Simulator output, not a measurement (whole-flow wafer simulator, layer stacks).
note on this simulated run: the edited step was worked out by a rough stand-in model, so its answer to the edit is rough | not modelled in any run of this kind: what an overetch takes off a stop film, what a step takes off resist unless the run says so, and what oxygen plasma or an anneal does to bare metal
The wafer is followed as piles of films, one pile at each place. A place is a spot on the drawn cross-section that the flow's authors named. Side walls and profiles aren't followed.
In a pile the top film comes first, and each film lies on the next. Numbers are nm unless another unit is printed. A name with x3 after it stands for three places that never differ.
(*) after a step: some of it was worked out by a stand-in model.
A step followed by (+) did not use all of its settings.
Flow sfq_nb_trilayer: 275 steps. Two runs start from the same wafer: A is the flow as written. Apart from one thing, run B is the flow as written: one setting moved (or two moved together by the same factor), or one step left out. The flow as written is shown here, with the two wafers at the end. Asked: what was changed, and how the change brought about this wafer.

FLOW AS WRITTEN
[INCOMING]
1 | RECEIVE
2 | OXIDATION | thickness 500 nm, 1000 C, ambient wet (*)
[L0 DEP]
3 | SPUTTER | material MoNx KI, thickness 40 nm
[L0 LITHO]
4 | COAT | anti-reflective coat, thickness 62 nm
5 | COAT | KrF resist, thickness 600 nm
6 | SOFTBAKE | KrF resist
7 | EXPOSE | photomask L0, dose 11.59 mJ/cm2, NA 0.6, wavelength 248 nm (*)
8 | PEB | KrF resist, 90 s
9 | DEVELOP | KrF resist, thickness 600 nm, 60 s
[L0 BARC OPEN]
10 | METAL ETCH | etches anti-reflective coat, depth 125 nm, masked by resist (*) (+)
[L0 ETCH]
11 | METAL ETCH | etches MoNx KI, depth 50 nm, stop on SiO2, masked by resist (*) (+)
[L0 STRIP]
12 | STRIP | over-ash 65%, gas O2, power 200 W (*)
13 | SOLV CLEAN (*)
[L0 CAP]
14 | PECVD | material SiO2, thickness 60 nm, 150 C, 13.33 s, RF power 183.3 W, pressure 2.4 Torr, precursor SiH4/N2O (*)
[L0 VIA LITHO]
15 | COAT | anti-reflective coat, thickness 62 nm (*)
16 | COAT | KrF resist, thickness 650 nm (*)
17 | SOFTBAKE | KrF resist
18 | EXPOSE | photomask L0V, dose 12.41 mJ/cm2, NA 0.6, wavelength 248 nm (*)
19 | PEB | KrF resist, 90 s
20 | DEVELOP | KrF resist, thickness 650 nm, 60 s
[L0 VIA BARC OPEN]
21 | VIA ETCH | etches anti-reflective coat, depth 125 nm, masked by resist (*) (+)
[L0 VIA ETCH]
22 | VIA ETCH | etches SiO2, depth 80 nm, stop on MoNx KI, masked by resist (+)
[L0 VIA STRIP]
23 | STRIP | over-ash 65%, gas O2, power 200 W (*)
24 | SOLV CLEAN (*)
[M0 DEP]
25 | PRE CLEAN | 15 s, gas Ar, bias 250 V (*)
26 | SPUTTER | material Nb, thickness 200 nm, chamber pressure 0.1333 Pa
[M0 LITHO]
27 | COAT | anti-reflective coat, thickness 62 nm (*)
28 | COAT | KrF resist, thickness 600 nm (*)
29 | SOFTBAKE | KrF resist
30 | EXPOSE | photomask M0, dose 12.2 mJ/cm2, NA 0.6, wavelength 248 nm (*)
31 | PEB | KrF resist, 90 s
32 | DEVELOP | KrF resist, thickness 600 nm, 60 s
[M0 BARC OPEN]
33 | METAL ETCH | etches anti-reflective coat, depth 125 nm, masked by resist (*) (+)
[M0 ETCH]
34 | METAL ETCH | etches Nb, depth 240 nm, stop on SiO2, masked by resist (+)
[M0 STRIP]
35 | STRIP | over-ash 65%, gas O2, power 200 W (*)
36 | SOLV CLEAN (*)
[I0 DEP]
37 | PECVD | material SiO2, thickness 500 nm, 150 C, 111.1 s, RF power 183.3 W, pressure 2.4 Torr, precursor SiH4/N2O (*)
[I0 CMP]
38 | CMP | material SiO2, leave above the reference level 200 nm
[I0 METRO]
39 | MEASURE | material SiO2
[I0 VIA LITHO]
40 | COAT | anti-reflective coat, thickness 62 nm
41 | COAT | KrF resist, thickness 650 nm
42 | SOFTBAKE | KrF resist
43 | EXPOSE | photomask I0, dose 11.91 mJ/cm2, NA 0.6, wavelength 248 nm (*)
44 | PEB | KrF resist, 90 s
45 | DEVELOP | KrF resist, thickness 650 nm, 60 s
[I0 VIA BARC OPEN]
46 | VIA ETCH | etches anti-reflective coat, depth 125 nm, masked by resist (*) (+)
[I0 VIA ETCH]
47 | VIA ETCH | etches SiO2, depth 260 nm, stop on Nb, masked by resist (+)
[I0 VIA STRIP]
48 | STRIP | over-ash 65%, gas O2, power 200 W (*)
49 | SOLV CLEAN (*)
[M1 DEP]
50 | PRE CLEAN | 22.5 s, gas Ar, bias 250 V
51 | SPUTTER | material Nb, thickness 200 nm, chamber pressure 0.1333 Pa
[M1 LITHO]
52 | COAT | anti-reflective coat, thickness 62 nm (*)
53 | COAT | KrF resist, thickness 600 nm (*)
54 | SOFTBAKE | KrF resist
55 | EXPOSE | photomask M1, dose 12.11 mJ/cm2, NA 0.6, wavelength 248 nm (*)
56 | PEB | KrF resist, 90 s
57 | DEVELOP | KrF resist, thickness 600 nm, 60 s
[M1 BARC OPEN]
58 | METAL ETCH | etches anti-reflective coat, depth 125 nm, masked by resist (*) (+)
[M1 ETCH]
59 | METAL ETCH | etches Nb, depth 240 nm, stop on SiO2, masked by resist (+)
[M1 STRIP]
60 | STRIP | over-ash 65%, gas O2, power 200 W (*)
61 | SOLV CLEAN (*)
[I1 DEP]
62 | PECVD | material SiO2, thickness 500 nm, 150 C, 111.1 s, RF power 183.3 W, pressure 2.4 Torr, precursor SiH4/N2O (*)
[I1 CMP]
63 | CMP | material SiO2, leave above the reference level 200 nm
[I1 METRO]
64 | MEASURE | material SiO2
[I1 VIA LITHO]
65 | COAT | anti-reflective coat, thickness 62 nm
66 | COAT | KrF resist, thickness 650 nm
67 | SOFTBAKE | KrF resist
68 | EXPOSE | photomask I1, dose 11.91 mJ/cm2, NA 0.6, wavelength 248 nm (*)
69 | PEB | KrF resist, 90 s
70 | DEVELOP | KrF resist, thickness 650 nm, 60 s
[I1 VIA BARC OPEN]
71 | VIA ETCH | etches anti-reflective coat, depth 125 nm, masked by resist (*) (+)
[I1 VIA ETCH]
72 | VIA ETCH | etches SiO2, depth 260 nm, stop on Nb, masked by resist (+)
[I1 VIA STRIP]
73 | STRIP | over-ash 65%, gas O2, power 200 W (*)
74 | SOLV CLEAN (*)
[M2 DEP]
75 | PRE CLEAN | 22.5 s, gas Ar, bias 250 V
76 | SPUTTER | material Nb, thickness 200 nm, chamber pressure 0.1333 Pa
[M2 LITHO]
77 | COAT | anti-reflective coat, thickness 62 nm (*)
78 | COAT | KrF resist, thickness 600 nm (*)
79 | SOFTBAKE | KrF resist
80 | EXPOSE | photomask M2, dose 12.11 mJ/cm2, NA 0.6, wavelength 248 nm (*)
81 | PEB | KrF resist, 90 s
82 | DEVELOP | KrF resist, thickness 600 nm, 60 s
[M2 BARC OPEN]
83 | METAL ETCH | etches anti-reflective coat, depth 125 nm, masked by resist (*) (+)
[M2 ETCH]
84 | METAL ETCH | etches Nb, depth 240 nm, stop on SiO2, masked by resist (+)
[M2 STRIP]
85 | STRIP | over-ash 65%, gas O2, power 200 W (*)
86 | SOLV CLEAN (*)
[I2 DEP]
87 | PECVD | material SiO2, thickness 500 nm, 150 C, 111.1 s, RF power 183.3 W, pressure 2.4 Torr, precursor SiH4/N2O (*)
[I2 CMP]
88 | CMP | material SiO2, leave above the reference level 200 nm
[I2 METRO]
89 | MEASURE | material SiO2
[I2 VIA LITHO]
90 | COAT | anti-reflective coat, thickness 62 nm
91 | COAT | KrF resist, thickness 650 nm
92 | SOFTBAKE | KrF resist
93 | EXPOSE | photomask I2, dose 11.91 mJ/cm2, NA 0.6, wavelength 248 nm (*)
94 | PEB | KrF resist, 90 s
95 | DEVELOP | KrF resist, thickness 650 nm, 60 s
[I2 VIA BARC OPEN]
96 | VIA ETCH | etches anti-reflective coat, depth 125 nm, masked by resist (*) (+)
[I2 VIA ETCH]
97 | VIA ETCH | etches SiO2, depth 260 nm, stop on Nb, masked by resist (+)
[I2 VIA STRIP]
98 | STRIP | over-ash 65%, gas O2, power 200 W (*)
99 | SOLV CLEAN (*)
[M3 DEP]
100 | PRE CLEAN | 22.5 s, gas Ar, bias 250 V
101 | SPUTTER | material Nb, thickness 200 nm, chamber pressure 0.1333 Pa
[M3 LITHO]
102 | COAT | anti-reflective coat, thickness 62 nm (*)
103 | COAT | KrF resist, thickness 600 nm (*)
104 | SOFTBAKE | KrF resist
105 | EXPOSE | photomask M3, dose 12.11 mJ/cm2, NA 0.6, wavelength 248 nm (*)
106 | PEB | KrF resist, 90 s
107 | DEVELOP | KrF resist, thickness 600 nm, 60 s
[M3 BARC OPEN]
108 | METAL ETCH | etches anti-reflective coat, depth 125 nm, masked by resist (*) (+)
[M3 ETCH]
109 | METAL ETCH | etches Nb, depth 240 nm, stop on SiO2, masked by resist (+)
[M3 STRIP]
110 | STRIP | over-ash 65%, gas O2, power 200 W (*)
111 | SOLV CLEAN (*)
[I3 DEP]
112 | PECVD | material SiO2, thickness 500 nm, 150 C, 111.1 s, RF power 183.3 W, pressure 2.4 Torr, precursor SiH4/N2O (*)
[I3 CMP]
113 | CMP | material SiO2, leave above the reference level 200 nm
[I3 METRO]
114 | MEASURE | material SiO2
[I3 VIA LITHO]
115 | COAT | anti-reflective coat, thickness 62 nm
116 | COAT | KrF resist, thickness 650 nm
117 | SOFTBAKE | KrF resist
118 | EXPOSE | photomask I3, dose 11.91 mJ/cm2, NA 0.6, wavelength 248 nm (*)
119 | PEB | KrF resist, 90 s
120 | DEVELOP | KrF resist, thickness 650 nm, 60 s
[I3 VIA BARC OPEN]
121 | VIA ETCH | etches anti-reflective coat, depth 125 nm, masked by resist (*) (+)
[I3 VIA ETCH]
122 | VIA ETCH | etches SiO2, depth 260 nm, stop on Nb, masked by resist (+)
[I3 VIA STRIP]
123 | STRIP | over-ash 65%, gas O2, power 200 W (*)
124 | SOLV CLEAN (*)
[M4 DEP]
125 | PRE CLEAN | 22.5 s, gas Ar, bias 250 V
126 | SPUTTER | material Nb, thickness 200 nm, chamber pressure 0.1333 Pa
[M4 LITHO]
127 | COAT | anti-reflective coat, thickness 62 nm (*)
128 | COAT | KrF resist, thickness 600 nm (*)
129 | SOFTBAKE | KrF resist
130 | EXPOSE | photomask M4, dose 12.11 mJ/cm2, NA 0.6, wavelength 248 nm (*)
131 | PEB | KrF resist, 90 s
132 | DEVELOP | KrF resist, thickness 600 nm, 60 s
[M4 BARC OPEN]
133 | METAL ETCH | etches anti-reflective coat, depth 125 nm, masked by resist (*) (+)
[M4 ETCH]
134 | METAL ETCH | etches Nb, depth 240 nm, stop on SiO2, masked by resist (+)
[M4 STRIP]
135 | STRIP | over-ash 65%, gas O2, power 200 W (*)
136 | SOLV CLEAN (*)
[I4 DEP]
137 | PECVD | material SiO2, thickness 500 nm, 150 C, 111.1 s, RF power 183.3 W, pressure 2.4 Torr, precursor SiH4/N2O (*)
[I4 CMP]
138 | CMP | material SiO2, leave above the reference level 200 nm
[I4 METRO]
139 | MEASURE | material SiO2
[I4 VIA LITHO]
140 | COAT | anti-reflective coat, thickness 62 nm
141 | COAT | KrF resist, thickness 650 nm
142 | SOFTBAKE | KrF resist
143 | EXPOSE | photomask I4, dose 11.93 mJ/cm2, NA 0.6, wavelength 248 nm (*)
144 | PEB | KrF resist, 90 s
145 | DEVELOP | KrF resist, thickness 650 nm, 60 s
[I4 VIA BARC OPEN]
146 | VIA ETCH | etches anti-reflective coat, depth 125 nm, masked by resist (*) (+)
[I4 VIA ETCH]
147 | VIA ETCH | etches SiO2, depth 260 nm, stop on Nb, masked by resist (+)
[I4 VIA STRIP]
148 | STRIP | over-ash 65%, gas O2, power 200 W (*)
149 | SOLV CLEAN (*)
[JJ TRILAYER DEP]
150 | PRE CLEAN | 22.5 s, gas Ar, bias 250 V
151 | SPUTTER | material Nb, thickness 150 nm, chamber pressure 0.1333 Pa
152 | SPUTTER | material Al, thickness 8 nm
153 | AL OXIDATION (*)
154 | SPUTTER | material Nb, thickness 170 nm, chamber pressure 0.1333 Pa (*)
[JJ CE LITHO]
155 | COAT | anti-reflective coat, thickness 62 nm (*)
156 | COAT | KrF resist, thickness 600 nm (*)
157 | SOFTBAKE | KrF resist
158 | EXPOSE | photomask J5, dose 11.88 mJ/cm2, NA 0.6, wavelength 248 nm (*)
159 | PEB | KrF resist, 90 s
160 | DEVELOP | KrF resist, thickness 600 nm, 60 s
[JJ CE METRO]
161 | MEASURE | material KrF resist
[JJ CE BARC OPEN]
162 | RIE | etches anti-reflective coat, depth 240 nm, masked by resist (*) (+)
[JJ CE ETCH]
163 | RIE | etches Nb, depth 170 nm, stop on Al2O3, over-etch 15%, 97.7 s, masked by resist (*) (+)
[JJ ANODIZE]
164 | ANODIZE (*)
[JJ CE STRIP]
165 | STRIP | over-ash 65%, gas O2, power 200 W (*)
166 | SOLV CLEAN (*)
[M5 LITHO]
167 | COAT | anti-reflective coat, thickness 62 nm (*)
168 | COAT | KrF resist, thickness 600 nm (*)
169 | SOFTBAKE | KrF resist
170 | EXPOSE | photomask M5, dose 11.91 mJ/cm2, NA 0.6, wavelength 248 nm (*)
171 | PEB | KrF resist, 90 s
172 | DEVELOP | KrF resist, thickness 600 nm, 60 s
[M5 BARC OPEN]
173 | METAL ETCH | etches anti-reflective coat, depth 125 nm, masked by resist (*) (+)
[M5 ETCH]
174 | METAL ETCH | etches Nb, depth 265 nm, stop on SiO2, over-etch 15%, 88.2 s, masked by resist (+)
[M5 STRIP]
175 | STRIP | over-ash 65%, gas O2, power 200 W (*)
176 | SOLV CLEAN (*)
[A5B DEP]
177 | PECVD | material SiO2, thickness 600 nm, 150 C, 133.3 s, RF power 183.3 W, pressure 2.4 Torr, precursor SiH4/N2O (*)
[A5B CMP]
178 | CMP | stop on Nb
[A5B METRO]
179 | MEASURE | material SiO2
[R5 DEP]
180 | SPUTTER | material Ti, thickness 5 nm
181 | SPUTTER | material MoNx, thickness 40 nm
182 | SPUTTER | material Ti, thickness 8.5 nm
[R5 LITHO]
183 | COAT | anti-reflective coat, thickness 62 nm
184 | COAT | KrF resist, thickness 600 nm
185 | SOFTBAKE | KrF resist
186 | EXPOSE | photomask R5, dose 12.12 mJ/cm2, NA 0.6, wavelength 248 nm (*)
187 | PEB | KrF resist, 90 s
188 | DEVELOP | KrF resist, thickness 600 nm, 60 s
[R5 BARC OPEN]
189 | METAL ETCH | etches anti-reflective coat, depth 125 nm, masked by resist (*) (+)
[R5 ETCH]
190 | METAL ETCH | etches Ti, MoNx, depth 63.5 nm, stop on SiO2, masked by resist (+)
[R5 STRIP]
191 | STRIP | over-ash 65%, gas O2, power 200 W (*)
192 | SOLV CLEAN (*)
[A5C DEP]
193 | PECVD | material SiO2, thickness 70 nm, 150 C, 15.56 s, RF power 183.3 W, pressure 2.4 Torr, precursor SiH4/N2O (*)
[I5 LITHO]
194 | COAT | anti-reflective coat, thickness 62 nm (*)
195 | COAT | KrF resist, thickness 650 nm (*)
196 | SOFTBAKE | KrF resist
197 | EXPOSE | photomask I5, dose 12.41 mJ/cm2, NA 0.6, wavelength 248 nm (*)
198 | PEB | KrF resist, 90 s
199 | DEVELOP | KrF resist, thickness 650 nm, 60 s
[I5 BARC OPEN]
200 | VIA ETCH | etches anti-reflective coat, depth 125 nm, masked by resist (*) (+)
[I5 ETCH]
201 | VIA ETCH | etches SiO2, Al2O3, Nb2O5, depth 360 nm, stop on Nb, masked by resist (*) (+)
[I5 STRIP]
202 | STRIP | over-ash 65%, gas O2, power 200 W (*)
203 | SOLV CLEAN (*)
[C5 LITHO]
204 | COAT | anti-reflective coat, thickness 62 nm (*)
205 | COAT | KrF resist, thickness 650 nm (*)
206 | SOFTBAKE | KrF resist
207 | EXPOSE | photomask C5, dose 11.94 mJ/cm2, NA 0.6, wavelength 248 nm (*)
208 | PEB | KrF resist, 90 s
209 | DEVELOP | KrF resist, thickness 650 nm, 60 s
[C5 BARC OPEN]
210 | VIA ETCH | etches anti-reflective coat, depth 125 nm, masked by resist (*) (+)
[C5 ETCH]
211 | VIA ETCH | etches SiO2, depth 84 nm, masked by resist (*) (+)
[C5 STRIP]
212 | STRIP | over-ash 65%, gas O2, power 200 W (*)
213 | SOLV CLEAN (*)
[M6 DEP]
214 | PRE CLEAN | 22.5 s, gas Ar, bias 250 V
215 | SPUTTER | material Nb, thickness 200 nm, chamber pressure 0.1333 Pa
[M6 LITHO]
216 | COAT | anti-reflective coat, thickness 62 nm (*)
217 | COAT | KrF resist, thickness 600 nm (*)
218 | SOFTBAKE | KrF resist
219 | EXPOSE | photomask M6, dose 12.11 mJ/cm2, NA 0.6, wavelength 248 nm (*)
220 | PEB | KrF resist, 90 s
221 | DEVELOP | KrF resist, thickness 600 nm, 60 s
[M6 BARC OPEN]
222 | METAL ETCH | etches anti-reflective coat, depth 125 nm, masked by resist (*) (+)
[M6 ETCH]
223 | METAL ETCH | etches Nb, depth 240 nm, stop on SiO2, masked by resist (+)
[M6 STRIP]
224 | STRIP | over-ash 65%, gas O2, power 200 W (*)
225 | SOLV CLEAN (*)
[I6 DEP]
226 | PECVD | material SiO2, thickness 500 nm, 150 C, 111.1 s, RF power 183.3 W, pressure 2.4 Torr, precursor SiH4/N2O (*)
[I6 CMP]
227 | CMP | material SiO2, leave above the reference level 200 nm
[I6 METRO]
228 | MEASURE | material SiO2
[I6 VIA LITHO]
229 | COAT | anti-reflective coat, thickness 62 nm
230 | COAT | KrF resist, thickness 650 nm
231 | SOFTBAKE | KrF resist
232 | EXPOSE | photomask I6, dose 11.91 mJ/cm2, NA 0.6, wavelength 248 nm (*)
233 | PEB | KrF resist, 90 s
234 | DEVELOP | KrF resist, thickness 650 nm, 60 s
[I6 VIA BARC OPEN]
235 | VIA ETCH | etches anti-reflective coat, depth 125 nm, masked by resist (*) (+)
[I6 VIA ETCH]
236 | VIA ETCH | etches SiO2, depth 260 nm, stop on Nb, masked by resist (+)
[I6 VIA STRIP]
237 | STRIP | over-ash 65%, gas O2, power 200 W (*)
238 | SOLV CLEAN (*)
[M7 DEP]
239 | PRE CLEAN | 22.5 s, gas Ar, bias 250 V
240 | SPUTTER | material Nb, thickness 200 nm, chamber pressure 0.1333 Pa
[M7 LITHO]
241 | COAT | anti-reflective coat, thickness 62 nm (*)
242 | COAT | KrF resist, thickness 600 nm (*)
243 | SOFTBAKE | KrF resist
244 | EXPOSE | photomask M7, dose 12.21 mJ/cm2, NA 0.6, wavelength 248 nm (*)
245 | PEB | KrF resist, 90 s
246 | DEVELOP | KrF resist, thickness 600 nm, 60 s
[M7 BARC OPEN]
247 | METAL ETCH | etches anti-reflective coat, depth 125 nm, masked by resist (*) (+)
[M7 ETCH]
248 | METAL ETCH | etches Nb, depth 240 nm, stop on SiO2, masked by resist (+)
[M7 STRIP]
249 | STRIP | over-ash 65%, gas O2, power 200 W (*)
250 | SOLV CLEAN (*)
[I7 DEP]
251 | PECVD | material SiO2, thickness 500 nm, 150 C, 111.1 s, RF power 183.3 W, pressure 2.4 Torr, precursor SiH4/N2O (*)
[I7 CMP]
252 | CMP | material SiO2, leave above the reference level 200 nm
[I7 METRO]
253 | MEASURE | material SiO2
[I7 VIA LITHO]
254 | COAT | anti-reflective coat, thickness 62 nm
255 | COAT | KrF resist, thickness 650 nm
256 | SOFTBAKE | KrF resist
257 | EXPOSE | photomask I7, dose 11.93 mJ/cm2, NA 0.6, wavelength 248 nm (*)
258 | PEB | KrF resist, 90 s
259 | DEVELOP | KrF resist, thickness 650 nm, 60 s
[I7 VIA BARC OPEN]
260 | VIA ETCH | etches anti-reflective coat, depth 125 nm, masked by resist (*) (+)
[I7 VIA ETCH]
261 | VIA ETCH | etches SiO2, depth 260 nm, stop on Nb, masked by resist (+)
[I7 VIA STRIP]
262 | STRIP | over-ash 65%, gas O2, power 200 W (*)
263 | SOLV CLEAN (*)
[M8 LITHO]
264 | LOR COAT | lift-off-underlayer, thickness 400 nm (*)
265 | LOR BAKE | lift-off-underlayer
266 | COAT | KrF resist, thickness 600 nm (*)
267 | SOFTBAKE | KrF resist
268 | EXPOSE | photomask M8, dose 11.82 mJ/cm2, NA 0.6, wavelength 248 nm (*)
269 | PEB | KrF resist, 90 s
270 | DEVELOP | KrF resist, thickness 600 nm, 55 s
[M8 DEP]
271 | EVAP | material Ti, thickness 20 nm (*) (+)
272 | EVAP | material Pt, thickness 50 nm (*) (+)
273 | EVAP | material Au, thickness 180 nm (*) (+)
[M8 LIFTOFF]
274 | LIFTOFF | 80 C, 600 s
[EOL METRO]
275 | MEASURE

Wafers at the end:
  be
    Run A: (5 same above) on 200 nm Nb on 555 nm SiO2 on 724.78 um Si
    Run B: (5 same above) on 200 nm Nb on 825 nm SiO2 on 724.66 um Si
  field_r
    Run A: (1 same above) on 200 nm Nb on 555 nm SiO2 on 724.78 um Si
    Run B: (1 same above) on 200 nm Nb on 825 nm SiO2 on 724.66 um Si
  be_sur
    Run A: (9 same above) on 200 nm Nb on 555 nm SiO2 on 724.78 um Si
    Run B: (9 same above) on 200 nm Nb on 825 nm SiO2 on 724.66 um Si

What caused this: step 2, OXIDATION: thickness 770 nm was run, though the flow has thickness 500 nm.

Step by step, how the change led to this:
  2 | OXIDATION | thickness 500 nm, 1000 C, ambient wet (*)
      field_l, v_sur, via_wl and 103 more: A +500 SiO2 (new film), -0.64 chemical SiO2 (all of it), -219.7 Si | B +770 SiO2 (new film), -0.64 chemical SiO2 (all of it), -338.5 Si
